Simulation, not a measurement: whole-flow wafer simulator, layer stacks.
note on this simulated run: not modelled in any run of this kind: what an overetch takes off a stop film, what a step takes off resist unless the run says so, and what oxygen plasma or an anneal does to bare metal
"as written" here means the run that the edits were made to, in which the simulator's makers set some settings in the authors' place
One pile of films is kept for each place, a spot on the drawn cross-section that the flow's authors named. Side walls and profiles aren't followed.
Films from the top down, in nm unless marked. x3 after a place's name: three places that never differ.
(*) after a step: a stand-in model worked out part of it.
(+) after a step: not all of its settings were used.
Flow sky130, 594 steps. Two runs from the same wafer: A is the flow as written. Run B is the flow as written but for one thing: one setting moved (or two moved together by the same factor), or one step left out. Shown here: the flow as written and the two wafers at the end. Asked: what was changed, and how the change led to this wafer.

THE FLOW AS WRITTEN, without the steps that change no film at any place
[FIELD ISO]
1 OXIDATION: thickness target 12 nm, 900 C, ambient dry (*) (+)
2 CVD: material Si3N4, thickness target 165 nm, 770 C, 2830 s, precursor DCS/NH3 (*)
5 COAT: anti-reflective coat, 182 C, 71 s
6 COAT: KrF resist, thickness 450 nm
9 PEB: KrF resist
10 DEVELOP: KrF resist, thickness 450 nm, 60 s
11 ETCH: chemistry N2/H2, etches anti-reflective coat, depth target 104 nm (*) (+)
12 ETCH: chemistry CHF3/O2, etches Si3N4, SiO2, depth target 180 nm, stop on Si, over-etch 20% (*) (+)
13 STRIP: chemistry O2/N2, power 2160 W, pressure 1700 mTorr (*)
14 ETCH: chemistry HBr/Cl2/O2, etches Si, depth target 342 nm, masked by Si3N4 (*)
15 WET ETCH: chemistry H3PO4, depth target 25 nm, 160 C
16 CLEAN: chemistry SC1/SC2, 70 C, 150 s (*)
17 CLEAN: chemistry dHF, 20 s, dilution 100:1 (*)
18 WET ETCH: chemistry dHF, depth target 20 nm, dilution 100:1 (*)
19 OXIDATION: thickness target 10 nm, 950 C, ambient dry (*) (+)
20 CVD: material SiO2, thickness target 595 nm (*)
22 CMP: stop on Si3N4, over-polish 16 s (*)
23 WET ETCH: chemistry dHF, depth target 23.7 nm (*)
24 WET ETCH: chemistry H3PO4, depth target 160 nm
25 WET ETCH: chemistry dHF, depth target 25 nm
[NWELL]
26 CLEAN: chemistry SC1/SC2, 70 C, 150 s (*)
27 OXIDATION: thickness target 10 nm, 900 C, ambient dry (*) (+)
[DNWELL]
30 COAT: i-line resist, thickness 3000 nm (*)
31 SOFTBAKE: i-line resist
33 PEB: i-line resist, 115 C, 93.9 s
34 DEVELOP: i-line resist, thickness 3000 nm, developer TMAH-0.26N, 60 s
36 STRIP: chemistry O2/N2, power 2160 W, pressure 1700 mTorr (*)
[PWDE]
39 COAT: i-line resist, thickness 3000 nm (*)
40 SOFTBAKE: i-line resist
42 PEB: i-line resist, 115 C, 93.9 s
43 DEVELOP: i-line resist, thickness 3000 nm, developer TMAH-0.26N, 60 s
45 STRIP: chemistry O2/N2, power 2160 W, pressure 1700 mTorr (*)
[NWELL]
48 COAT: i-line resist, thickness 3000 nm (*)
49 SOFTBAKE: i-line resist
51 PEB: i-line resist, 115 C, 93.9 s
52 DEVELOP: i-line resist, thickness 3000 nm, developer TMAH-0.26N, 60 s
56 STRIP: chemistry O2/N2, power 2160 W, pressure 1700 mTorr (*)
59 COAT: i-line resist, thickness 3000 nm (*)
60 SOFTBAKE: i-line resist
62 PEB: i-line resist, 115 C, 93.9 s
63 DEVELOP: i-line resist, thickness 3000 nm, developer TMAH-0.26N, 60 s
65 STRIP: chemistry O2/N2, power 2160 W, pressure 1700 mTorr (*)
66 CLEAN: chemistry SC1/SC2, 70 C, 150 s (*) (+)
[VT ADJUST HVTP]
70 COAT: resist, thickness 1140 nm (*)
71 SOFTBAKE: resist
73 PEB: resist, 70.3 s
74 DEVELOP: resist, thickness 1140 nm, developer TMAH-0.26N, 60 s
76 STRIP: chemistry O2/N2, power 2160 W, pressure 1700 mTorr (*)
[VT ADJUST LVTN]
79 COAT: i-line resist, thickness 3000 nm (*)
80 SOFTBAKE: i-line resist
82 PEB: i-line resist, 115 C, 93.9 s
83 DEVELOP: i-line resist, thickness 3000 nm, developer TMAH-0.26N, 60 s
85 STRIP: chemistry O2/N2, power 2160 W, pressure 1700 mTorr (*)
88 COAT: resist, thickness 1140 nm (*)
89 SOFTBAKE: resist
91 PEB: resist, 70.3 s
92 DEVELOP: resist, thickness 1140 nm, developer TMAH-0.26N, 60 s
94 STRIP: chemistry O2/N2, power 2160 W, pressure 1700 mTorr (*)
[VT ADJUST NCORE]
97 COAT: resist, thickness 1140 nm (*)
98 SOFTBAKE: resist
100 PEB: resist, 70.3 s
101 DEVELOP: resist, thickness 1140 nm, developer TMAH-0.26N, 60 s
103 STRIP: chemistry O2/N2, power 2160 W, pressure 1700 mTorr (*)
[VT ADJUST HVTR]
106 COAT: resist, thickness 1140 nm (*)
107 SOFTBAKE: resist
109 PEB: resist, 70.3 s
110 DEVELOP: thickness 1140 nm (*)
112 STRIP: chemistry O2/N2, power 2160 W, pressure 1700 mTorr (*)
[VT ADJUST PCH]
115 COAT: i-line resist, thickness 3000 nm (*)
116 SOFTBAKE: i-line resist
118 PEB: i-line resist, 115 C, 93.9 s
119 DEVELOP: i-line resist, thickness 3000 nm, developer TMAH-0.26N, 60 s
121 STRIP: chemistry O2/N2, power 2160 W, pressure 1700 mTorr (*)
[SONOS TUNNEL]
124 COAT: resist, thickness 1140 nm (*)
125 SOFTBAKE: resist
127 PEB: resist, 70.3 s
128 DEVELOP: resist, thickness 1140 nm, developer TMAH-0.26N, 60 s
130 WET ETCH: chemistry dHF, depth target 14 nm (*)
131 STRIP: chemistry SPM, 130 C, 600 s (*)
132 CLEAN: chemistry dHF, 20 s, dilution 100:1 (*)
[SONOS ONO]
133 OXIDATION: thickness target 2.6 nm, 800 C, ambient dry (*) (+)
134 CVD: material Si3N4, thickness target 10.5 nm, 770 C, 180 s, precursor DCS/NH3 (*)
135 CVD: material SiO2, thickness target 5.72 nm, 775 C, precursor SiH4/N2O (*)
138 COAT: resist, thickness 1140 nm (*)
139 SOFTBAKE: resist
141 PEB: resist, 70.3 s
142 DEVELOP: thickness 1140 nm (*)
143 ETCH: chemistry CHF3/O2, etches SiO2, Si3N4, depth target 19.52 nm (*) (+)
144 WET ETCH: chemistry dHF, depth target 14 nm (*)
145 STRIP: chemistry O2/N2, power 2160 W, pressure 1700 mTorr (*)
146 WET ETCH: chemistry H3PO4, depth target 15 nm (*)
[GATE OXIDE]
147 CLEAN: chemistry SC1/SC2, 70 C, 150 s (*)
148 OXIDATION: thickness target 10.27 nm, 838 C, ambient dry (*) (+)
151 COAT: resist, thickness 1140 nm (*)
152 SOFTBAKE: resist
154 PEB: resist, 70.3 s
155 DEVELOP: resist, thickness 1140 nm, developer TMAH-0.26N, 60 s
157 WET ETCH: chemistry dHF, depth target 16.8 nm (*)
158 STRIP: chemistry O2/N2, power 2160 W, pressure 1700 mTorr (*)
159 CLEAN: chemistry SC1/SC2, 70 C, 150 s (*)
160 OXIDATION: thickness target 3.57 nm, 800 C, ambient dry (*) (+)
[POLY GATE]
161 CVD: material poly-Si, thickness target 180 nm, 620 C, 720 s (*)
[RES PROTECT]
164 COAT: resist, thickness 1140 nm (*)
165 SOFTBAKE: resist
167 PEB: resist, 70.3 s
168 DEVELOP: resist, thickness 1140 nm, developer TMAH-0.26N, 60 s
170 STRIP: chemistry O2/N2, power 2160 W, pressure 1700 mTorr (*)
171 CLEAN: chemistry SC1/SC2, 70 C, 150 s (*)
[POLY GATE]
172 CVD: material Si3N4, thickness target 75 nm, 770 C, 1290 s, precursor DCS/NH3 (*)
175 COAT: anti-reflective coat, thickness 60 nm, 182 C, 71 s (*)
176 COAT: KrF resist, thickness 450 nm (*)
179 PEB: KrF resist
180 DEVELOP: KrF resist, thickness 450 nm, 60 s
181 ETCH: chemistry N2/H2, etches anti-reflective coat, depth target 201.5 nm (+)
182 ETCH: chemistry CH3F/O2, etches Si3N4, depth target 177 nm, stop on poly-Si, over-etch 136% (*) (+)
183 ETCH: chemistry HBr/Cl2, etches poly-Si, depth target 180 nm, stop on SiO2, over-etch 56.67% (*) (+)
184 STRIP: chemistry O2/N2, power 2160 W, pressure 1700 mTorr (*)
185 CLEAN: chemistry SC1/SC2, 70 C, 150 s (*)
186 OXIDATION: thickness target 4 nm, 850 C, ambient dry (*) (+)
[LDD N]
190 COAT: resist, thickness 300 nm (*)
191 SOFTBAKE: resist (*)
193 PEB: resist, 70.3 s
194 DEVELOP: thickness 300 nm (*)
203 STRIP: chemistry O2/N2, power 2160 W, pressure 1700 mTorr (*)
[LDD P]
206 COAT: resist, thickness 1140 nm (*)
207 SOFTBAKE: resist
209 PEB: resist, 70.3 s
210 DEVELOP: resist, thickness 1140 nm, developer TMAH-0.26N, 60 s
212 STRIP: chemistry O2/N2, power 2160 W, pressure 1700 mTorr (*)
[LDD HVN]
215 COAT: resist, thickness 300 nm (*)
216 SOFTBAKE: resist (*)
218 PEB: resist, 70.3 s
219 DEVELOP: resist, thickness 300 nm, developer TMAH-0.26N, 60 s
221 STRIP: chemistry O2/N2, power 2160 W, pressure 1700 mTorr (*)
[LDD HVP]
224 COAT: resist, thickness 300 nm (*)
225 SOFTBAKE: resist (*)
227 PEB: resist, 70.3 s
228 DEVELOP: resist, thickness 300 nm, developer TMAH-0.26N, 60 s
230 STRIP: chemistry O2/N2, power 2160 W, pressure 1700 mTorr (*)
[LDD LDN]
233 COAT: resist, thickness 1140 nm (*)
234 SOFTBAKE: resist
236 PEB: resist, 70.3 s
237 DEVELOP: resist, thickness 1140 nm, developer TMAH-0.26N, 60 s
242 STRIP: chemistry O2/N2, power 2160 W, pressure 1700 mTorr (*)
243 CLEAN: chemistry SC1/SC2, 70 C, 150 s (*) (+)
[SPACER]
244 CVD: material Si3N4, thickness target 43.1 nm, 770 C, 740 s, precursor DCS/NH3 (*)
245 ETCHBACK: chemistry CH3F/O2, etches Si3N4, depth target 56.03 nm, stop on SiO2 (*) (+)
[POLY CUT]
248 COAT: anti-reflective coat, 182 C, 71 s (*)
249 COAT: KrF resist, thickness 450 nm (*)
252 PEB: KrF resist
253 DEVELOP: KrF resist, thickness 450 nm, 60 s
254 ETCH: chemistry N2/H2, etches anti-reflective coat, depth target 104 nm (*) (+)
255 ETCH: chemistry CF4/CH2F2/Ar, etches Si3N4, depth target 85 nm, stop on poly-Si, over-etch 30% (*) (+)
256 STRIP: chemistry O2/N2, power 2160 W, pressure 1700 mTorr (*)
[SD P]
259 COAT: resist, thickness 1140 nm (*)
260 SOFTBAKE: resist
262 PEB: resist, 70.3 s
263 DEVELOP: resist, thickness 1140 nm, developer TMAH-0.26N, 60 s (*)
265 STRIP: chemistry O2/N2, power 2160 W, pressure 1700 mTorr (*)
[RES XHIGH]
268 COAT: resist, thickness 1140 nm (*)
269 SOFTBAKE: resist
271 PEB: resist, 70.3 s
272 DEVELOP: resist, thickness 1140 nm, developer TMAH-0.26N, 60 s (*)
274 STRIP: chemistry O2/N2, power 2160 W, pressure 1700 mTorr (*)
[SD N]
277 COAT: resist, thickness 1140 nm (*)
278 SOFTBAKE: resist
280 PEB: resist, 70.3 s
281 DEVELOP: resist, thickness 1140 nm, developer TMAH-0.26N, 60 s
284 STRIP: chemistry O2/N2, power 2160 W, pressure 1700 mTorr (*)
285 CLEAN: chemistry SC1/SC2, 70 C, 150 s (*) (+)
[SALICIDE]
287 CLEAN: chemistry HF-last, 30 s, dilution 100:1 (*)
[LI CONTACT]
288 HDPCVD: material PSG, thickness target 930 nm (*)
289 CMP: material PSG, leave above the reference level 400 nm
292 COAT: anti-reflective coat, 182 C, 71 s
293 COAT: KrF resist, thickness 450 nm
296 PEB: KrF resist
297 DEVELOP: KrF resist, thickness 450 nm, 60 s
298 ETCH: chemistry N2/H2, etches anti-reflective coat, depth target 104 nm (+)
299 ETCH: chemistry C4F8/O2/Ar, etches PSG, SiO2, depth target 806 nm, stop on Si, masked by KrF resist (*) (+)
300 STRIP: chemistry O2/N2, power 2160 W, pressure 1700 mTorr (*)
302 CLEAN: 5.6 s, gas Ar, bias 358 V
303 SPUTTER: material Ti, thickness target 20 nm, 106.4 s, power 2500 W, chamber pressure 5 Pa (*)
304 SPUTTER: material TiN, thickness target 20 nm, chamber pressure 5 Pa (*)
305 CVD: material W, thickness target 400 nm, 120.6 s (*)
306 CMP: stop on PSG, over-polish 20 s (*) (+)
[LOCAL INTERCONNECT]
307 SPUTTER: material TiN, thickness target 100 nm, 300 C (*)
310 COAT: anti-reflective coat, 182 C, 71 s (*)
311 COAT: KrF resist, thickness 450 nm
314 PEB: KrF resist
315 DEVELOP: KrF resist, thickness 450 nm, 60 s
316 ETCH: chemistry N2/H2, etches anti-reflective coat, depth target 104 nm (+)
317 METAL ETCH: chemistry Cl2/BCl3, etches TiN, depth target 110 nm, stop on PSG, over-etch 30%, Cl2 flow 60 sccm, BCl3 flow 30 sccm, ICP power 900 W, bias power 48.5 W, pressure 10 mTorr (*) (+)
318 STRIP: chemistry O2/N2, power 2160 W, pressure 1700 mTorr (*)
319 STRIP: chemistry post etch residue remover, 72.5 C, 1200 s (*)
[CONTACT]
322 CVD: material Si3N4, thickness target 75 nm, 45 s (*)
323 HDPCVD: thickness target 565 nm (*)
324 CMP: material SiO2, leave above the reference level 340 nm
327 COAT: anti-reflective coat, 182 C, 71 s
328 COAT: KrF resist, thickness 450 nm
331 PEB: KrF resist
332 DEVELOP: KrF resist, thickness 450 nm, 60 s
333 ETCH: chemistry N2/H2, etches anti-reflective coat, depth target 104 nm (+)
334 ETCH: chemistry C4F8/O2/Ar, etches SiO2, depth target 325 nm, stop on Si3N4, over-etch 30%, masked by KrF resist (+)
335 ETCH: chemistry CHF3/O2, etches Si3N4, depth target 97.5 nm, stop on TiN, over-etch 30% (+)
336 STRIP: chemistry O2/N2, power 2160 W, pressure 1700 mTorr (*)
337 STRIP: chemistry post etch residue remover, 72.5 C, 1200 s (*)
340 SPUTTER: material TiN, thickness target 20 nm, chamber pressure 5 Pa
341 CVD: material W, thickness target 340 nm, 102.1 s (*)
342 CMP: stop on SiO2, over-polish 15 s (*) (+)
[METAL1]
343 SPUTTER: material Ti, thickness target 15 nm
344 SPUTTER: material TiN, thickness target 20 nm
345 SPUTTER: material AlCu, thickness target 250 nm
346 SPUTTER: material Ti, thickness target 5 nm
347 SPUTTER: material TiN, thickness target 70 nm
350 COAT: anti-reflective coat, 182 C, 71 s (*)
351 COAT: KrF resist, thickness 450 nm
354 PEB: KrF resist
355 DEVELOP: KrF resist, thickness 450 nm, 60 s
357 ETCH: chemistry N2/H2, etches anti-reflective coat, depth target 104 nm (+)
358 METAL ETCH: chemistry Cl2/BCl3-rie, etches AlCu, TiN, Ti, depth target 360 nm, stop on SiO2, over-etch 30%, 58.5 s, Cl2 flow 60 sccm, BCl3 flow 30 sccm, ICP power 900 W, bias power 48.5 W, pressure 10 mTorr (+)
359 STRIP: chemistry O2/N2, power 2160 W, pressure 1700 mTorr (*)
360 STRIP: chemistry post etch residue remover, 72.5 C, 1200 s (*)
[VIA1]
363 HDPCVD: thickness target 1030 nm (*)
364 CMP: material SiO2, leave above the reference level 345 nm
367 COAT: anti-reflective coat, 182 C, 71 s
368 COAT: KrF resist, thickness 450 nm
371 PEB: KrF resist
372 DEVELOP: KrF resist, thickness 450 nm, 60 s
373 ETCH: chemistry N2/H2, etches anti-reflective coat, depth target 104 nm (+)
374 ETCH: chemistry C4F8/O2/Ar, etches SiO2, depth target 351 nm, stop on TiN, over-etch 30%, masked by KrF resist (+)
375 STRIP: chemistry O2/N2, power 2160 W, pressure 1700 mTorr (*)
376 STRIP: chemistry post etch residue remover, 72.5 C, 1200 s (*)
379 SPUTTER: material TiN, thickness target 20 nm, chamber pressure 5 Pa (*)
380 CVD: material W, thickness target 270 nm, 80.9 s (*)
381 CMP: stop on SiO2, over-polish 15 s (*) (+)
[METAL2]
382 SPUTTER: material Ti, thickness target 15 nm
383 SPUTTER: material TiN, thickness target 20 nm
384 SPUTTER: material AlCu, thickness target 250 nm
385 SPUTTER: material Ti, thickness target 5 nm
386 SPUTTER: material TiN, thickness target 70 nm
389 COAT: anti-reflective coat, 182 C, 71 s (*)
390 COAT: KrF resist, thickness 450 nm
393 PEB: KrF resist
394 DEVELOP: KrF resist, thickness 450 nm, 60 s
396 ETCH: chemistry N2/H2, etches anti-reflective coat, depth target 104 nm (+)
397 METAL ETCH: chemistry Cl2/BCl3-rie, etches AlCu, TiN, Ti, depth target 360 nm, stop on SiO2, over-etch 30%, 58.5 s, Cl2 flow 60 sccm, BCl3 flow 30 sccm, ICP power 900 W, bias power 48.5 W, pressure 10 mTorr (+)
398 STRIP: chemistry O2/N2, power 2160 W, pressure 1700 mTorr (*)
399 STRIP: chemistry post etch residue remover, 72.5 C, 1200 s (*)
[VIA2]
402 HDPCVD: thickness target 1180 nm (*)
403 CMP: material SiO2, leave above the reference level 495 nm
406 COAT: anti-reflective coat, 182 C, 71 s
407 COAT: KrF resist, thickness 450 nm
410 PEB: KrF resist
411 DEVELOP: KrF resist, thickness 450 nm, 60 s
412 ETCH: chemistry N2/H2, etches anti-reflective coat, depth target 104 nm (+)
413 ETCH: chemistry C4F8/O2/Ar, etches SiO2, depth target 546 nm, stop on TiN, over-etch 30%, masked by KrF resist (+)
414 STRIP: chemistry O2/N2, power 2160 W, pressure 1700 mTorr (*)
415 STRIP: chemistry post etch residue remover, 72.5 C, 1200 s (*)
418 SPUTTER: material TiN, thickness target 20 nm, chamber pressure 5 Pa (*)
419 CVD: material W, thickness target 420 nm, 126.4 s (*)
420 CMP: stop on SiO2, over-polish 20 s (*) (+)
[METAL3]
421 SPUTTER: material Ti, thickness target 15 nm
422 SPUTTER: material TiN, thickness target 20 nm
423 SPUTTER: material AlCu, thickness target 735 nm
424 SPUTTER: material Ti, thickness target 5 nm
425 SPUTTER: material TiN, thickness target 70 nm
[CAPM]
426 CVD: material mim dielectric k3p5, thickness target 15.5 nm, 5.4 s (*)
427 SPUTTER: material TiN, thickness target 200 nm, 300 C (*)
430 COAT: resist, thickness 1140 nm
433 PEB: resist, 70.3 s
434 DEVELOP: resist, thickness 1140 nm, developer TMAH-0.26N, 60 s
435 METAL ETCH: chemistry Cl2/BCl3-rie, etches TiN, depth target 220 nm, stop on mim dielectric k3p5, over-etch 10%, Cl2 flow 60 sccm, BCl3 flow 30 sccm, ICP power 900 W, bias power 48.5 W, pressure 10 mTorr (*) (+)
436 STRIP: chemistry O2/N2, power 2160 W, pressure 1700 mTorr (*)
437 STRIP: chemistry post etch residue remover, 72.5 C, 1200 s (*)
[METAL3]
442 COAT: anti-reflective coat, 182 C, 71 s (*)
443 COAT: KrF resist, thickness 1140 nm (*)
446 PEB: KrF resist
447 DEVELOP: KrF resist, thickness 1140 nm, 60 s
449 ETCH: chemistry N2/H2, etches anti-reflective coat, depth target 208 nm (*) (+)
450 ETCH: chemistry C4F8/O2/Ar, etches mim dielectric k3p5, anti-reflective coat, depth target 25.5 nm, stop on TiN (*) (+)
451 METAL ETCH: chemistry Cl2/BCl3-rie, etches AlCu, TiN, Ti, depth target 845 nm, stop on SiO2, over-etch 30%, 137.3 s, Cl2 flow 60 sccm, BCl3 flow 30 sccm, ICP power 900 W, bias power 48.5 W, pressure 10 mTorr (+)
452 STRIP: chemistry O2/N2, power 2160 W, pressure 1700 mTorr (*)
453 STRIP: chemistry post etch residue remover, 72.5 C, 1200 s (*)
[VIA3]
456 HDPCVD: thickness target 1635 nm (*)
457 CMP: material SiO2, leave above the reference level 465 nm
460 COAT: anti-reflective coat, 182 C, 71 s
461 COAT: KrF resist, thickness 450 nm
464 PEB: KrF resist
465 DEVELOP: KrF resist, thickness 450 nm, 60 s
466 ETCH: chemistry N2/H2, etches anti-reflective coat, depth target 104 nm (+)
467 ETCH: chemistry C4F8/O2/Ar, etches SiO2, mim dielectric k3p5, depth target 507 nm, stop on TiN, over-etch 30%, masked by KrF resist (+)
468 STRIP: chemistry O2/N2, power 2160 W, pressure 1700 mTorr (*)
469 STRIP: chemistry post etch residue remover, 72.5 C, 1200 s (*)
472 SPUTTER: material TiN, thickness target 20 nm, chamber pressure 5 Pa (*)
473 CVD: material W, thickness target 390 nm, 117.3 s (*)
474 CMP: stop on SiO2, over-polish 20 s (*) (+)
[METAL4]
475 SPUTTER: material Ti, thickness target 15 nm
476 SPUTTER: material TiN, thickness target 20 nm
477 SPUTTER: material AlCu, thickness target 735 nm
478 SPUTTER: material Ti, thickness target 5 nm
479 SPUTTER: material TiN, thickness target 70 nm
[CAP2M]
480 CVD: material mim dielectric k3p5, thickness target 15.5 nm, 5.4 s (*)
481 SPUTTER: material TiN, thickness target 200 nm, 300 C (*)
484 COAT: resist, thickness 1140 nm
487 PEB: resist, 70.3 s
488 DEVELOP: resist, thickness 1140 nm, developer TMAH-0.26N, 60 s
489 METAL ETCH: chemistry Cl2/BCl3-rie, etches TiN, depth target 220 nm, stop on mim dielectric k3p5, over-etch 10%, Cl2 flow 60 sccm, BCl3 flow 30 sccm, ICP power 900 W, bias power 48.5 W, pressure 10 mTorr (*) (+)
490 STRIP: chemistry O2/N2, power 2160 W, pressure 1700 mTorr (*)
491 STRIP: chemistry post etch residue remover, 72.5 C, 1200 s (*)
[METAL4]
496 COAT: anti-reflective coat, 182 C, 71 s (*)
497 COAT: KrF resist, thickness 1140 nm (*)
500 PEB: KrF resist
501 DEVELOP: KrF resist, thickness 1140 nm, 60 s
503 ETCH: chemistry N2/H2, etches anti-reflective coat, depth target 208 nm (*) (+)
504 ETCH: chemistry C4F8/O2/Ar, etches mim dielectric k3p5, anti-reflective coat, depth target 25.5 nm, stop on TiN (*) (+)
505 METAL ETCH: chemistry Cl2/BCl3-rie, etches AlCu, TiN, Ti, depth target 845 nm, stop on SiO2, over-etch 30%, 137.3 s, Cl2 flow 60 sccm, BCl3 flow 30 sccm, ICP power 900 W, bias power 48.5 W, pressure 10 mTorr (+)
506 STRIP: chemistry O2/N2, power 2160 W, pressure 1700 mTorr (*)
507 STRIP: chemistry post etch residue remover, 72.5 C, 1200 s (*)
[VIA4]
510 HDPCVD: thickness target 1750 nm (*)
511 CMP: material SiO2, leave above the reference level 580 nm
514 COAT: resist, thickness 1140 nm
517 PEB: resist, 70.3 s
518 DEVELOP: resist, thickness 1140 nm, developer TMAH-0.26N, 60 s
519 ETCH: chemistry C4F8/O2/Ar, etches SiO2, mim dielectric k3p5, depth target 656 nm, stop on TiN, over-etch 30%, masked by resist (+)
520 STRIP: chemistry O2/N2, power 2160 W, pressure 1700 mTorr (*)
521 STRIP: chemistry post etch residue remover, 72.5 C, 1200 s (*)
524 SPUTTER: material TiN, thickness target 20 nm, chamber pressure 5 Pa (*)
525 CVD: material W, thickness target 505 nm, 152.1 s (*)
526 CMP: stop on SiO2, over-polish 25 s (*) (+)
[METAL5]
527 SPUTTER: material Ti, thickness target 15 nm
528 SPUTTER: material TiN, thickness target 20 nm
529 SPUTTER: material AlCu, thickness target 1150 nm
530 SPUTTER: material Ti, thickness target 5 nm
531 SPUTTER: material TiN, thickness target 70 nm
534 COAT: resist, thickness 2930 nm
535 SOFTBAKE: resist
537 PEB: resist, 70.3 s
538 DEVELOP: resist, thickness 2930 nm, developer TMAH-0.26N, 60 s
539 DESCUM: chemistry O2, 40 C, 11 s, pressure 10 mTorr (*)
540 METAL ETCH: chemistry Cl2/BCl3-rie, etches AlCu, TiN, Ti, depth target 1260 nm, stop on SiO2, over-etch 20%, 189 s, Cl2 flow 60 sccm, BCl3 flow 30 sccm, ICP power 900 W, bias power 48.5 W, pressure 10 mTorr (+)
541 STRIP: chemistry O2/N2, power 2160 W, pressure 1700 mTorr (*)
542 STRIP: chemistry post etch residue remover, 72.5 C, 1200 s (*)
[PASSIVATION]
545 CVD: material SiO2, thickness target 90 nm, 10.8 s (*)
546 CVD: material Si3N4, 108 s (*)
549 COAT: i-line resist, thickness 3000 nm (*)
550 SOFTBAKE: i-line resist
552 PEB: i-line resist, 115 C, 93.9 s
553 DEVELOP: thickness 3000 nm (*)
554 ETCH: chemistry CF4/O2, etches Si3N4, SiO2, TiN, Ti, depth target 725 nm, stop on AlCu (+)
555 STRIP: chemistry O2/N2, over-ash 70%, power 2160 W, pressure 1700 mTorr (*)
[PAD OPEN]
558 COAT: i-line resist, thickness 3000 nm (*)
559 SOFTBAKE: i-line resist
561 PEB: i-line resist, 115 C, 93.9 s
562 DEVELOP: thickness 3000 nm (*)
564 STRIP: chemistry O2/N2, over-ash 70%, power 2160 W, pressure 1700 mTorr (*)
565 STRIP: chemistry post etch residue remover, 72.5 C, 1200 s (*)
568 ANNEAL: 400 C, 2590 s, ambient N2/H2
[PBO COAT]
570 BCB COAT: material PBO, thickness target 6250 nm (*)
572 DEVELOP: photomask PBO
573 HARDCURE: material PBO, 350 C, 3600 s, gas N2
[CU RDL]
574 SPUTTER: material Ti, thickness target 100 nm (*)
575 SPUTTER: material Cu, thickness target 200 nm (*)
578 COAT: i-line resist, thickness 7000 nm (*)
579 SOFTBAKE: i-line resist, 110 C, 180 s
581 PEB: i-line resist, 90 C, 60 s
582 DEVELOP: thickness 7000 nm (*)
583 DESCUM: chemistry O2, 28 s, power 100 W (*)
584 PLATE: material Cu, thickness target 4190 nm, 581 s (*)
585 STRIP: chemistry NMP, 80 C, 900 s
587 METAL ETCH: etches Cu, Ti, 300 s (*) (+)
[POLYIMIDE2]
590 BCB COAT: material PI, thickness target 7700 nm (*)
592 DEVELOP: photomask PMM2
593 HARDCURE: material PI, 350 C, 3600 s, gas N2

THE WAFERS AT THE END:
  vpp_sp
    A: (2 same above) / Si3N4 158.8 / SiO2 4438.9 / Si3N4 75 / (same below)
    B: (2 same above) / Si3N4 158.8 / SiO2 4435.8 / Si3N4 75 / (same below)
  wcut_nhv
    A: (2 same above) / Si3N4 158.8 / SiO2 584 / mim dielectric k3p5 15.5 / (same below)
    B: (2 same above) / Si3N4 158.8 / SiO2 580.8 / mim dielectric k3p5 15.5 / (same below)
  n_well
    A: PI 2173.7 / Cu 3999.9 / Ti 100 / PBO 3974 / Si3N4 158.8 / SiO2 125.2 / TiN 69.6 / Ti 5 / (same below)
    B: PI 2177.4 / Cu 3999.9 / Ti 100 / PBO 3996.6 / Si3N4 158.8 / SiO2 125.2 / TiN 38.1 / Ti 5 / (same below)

The cause: step 531, SPUTTER: thickness target 38.5 nm was run, where the flow has thickness target 70 nm.

How the change led to this, step by step:
  531 SPUTTER: material TiN, thickness target 70 nm
      field, active, n_well and 190 more: A TiN +70 (new film) | B TiN +38.5 (new film)
  540 METAL ETCH: chemistry Cl2/BCl3-rie, etches AlCu, TiN, Ti, depth target 1260 nm, stop on SiO2, over-etch 20%, 189 s, Cl2 flow 60 sccm, BCl3 flow 30 sccm, ICP power 900 W, bias power 48.5 W, pressure 10 mTorr (+)
      gate_hv, nwell_res, pplus_nw and 95 more: A TiN -70 (all of it), Ti -5 (all of it), AlCu -1150 (all of it), TiN -20 (all of it), Ti -15 (all of it), SiO2 -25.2 | B TiN -38.5 (all of it), Ti -5 (all of it), AlCu -1150 (all of it), TiN -20 (all of it), Ti -15 (all of it), SiO2 -28.4
      field, active, gate and 77 more: A TiN -70 (all of it), Ti -5 (all of it), AlCu -1150 (all of it), TiN -20 (all of it), Ti -15 (all of it), SiO2 -25.2 | B TiN -38.5 (all of it), Ti -5 (all of it), AlCu -1150 (all of it), TiN -20 (all of it), Ti -15 (all of it), SiO2 -28.3
  550 SOFTBAKE: i-line resist
      gate_p_lvt, iso_guard_hv_nw: A i-line resist +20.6 | B i-line resist +20
      gate: A i-line resist -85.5 | B i-line resist -82.4
      (and at 56 more places)
  554 ETCH: chemistry CF4/O2, etches Si3N4, SiO2, TiN, Ti, depth target 725 nm, stop on AlCu (+)
      field, active, n_well and 189 more: A i-line resist -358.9 | B i-line resist -327.4
      pad: A Si3N4 -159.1 (all of it), SiO2 -125.2 (all of it), TiN -69.6 (all of it), Ti -5 (all of it) | B Si3N4 -159.1 (all of it), SiO2 -125.2 (all of it), TiN -38.1 (all of it), Ti -5 (all of it)
  555 STRIP: chemistry O2/N2, over-ash 70%, power 2160 W, pressure 1700 mTorr (*)
      n_well, p_well, sd_n, sd_p: A i-line resist -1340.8 (all of it) | B i-line resist -1400 (all of it)
      ndiff_licon_rim, ndiff_licon: A i-line resist -1368.9 (all of it) | B i-line resist -1427.3 (all of it)
      (and at 7 more places)
  559 SOFTBAKE: i-line resist
      gate_p_lvt, iso_guard_hv_nw: A i-line resist +20.6 | B i-line resist +20
      gate: A i-line resist -85.5 | B i-line resist -82.4
      (and at 61 more places)
  579 SOFTBAKE: i-line resist, 110 C, 180 s
      m5_stack_ln: A i-line resist -30 | B i-line resist -29.2
